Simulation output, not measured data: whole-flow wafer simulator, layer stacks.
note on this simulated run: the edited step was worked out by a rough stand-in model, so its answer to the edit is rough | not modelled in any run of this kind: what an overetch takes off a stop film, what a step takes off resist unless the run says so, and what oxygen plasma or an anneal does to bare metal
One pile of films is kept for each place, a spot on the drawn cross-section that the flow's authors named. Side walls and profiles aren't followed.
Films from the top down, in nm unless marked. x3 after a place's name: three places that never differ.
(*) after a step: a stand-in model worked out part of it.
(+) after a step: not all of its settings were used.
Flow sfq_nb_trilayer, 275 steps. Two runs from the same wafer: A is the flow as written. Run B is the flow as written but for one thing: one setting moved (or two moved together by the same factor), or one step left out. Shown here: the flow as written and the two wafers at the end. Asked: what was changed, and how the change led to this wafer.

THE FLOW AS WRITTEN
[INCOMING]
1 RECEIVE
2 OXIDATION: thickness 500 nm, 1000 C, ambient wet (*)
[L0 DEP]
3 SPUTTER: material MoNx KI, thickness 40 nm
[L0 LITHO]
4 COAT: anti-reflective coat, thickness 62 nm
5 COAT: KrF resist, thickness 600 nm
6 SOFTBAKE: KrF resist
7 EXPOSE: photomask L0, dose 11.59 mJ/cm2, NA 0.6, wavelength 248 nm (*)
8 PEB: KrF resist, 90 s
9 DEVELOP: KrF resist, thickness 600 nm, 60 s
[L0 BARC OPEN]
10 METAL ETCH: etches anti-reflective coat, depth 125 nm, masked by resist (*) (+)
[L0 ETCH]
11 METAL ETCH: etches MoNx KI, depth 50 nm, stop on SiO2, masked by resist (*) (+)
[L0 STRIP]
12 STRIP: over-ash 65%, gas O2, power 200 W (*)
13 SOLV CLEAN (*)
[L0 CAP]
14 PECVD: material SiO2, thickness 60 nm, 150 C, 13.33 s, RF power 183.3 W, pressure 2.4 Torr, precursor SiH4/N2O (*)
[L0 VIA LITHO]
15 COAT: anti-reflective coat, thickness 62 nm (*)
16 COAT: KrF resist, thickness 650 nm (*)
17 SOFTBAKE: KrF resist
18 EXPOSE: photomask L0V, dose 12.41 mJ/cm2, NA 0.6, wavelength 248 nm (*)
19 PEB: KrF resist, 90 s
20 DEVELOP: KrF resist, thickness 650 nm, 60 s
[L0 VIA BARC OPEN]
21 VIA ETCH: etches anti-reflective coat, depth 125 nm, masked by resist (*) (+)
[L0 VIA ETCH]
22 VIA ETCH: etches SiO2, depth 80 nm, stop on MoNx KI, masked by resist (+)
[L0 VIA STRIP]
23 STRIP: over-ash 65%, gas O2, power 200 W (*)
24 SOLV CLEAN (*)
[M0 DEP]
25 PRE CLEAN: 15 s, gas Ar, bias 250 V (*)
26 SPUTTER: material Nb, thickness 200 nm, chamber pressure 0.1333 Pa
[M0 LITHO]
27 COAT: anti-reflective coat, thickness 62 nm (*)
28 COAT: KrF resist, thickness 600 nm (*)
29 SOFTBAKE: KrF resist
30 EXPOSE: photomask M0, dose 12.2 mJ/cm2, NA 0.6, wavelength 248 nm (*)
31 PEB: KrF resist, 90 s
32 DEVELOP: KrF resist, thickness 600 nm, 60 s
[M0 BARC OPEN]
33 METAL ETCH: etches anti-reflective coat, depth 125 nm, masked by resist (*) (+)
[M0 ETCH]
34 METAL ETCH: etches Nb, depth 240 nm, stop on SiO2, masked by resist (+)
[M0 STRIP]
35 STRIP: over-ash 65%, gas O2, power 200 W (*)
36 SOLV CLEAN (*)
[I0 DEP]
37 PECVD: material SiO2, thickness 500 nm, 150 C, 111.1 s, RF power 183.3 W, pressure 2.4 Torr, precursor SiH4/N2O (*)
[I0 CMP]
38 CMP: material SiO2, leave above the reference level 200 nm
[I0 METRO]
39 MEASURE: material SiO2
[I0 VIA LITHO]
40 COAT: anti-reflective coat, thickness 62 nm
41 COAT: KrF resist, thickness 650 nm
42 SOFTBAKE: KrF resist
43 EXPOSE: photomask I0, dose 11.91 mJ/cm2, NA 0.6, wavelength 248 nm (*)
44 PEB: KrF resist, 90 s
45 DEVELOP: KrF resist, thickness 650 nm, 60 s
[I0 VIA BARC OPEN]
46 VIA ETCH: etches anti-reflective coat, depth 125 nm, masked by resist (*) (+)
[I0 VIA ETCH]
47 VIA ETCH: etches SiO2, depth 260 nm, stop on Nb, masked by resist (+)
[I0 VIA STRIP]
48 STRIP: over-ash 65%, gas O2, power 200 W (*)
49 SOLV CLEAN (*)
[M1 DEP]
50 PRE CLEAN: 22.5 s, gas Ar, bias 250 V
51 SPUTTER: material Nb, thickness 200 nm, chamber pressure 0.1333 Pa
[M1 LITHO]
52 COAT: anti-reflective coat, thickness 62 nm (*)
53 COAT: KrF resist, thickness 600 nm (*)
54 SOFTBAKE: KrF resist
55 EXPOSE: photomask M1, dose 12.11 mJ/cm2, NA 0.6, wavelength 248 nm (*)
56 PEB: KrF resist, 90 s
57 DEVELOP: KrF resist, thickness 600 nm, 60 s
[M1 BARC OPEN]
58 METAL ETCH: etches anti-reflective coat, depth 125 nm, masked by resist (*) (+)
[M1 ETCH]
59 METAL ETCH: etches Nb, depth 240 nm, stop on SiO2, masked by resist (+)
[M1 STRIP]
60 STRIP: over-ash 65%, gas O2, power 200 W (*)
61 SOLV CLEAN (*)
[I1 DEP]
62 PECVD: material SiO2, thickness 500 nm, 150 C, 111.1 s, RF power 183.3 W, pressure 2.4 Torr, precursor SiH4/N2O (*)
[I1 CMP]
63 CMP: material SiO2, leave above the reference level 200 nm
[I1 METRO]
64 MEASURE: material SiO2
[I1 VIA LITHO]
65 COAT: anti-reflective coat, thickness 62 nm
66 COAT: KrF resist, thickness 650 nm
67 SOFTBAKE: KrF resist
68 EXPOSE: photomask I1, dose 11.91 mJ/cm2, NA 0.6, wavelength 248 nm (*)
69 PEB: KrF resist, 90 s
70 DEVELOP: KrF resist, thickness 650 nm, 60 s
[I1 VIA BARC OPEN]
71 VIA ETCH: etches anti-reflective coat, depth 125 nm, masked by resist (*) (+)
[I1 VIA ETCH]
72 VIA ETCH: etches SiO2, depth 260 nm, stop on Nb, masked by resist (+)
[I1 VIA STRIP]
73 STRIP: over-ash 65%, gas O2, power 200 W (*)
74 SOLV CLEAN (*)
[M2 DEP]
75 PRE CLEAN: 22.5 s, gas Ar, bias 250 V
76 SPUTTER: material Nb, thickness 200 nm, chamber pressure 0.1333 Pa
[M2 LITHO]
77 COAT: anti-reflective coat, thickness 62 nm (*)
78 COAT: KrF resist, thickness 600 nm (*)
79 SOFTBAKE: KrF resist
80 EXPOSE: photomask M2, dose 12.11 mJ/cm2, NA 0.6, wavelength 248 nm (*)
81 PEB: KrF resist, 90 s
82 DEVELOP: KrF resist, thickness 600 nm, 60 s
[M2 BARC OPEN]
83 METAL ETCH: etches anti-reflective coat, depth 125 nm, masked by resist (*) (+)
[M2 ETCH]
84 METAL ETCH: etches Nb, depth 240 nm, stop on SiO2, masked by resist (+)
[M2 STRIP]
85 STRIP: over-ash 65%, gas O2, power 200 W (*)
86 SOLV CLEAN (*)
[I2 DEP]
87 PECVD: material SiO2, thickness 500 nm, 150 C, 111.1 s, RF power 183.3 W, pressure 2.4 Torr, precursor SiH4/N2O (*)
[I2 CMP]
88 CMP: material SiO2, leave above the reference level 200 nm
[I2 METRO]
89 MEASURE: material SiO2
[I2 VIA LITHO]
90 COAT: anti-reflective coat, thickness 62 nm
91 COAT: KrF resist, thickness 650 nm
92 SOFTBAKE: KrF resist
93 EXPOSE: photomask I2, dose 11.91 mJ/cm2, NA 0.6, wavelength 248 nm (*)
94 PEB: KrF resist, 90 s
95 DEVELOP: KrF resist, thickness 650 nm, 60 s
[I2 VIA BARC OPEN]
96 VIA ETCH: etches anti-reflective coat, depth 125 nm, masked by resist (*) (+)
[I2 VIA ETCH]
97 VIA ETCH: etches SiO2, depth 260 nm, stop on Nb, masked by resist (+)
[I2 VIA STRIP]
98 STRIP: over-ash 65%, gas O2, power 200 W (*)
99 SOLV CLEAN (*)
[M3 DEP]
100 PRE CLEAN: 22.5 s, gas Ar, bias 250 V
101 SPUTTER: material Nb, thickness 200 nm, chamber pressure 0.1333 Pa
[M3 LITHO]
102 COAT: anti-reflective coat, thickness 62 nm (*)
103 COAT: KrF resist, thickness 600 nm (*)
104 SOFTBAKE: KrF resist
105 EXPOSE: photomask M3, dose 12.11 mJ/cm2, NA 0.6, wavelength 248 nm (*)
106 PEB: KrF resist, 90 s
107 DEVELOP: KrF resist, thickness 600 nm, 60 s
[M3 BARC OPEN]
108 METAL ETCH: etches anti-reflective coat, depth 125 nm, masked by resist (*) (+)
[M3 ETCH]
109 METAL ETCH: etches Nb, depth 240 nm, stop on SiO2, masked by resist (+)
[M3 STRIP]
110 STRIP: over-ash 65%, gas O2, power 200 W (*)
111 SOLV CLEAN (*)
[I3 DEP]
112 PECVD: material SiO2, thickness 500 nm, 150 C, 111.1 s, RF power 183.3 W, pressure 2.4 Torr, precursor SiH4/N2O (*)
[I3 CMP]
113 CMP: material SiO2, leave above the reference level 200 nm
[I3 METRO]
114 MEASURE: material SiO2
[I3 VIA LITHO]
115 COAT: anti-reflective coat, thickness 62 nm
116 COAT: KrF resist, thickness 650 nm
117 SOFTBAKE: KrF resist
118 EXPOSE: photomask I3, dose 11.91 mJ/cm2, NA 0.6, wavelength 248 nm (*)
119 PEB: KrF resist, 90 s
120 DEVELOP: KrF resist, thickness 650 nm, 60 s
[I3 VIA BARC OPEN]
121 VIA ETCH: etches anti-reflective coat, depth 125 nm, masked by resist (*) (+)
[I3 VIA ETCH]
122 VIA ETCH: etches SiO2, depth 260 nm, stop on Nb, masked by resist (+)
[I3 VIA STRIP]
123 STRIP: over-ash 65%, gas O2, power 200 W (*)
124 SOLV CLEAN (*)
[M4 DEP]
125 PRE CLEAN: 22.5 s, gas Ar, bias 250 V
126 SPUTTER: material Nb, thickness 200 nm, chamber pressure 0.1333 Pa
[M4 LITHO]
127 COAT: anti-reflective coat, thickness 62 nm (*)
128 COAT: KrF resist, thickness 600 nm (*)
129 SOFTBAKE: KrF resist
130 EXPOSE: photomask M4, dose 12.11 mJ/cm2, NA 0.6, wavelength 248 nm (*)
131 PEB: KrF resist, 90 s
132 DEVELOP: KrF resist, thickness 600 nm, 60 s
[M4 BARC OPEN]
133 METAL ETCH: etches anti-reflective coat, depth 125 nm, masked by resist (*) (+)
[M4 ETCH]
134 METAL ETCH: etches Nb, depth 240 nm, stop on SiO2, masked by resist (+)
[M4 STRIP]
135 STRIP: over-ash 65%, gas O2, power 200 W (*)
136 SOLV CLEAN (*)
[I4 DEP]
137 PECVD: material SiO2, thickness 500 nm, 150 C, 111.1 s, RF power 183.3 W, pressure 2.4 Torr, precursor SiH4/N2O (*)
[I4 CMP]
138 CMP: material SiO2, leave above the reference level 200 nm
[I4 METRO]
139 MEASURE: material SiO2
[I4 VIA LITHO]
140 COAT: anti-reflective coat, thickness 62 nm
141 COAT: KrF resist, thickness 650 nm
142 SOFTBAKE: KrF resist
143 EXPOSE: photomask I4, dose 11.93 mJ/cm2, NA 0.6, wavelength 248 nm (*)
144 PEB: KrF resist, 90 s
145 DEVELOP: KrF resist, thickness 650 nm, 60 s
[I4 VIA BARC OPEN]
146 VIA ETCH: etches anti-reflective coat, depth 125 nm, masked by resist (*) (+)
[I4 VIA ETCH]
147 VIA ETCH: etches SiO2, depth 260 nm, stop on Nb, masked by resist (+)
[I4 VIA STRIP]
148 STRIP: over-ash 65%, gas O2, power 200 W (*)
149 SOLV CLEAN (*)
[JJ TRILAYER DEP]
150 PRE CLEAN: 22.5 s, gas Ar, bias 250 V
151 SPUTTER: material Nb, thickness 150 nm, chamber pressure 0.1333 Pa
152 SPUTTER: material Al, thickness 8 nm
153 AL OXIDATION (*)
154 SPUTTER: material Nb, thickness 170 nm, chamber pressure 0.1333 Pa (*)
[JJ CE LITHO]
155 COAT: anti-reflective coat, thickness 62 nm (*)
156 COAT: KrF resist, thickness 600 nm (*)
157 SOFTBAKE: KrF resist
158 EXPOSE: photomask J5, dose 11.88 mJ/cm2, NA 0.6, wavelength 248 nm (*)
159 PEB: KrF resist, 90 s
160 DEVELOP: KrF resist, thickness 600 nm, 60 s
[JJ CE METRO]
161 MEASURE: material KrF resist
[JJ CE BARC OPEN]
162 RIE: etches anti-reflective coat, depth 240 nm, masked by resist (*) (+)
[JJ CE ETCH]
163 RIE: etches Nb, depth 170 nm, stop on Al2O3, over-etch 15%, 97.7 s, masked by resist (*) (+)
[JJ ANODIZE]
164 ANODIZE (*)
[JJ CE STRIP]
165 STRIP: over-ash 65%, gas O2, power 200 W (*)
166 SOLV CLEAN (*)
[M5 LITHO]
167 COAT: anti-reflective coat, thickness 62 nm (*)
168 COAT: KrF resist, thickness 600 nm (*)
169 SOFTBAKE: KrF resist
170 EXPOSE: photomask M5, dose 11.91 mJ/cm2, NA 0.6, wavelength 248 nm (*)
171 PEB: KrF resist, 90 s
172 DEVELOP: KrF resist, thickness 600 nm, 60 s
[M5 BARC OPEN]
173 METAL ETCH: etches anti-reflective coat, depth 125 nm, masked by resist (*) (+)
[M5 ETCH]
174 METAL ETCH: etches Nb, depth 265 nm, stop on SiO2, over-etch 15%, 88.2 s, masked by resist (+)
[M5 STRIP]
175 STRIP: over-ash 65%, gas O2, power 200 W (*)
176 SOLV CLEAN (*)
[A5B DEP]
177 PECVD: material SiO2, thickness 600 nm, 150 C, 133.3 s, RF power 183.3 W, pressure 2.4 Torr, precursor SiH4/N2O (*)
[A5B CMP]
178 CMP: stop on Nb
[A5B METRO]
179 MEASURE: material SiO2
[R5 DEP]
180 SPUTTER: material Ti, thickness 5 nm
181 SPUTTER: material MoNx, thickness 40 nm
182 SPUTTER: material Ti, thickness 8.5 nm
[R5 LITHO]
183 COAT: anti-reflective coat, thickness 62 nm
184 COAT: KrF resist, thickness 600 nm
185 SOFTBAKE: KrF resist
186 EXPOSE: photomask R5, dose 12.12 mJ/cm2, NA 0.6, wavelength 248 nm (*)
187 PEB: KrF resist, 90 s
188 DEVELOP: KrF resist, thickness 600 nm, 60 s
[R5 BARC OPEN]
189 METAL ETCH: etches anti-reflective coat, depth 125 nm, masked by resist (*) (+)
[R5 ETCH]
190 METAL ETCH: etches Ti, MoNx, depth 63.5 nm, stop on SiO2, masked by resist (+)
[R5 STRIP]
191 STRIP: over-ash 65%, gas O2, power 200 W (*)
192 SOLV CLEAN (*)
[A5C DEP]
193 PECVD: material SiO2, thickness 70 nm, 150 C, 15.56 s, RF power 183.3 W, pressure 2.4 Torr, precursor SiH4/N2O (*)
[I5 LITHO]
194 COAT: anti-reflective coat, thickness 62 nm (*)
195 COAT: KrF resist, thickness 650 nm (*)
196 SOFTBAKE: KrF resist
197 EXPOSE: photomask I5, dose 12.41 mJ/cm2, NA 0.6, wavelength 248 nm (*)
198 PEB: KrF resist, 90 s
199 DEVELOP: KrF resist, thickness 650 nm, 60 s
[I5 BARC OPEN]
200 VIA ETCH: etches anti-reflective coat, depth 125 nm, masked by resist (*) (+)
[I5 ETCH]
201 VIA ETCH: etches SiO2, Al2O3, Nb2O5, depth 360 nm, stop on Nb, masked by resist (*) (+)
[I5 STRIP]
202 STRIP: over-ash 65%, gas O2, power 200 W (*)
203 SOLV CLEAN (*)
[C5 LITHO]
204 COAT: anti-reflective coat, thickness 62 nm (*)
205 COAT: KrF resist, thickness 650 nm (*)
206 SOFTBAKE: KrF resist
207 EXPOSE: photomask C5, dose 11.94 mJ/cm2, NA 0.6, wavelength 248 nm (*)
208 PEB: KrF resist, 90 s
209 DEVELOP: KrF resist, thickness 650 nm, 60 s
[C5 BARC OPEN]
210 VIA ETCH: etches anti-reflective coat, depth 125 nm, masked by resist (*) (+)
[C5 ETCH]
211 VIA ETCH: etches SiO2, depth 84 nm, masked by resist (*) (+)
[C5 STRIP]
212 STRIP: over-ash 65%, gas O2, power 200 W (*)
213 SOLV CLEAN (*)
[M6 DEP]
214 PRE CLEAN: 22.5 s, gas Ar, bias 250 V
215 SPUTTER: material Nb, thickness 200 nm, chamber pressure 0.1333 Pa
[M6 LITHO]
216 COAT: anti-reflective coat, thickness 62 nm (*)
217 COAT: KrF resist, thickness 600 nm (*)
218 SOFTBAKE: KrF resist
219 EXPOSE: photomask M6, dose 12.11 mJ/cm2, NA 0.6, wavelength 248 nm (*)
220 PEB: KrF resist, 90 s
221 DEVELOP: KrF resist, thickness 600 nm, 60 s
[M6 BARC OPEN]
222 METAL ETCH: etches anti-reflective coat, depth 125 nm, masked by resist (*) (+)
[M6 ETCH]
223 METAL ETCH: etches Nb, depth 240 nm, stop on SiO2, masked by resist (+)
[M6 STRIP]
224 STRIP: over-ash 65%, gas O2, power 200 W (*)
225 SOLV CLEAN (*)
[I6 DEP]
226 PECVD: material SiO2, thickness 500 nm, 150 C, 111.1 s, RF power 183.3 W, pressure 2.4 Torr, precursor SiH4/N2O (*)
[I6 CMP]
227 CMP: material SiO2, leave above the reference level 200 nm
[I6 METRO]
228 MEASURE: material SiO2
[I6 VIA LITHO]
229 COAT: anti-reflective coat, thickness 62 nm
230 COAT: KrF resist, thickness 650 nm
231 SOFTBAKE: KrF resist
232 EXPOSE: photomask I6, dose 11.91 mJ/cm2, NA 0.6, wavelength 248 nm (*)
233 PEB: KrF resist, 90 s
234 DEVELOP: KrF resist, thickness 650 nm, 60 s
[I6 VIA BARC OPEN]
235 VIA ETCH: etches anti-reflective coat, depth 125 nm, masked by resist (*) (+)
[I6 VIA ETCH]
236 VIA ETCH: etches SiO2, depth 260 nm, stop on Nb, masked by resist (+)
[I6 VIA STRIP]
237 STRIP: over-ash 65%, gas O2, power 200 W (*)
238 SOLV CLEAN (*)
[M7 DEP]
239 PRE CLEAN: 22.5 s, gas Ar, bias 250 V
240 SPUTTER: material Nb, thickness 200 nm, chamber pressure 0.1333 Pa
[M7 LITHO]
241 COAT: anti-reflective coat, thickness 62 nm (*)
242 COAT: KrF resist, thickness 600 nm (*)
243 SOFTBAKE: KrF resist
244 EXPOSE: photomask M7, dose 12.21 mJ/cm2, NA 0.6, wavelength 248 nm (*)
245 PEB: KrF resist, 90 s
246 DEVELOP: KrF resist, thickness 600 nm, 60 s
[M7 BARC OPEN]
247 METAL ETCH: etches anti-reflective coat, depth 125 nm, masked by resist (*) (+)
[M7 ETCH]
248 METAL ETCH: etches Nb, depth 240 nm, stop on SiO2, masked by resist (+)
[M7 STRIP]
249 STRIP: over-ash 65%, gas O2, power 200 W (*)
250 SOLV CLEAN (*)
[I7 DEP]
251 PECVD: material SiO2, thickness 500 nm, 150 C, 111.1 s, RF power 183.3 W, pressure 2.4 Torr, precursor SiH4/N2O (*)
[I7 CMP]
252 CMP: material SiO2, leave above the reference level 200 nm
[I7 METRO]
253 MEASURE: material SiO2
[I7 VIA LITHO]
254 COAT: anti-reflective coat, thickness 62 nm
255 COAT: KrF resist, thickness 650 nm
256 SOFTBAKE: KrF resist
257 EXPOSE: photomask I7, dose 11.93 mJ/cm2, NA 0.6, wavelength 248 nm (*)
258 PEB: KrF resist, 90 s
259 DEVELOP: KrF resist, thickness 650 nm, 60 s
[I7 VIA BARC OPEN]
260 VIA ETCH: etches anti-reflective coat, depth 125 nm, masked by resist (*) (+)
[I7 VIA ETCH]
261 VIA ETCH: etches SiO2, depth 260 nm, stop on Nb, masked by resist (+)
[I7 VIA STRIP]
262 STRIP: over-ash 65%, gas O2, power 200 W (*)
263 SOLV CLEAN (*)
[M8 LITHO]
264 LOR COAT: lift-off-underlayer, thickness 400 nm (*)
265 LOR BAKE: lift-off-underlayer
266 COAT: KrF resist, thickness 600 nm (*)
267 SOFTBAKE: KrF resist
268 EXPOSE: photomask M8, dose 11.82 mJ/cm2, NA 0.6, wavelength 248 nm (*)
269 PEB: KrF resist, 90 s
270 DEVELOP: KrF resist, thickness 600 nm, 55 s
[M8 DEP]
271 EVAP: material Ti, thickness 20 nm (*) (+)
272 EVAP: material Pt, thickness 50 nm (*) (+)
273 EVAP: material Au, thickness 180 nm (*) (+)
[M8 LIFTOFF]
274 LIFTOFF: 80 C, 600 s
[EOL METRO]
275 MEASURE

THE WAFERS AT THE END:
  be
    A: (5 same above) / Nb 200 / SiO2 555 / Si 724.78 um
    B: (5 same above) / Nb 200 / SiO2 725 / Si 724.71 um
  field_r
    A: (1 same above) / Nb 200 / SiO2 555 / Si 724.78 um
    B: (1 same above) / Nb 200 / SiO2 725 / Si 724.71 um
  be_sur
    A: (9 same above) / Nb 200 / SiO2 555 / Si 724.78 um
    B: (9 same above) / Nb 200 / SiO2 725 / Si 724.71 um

The cause: step 2, OXIDATION: thickness 670 nm was run, where the flow has thickness 500 nm.

How the change led to this, step by step:
  2 OXIDATION: thickness 500 nm, 1000 C, ambient wet (*)
      field_l, v_sur, via_wl and 103 more: A SiO2 +500 (new film), chemical SiO2 -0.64 (all of it), Si -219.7 | B SiO2 +670 (new film), chemical SiO2 -0.64 (all of it), Si -294.5
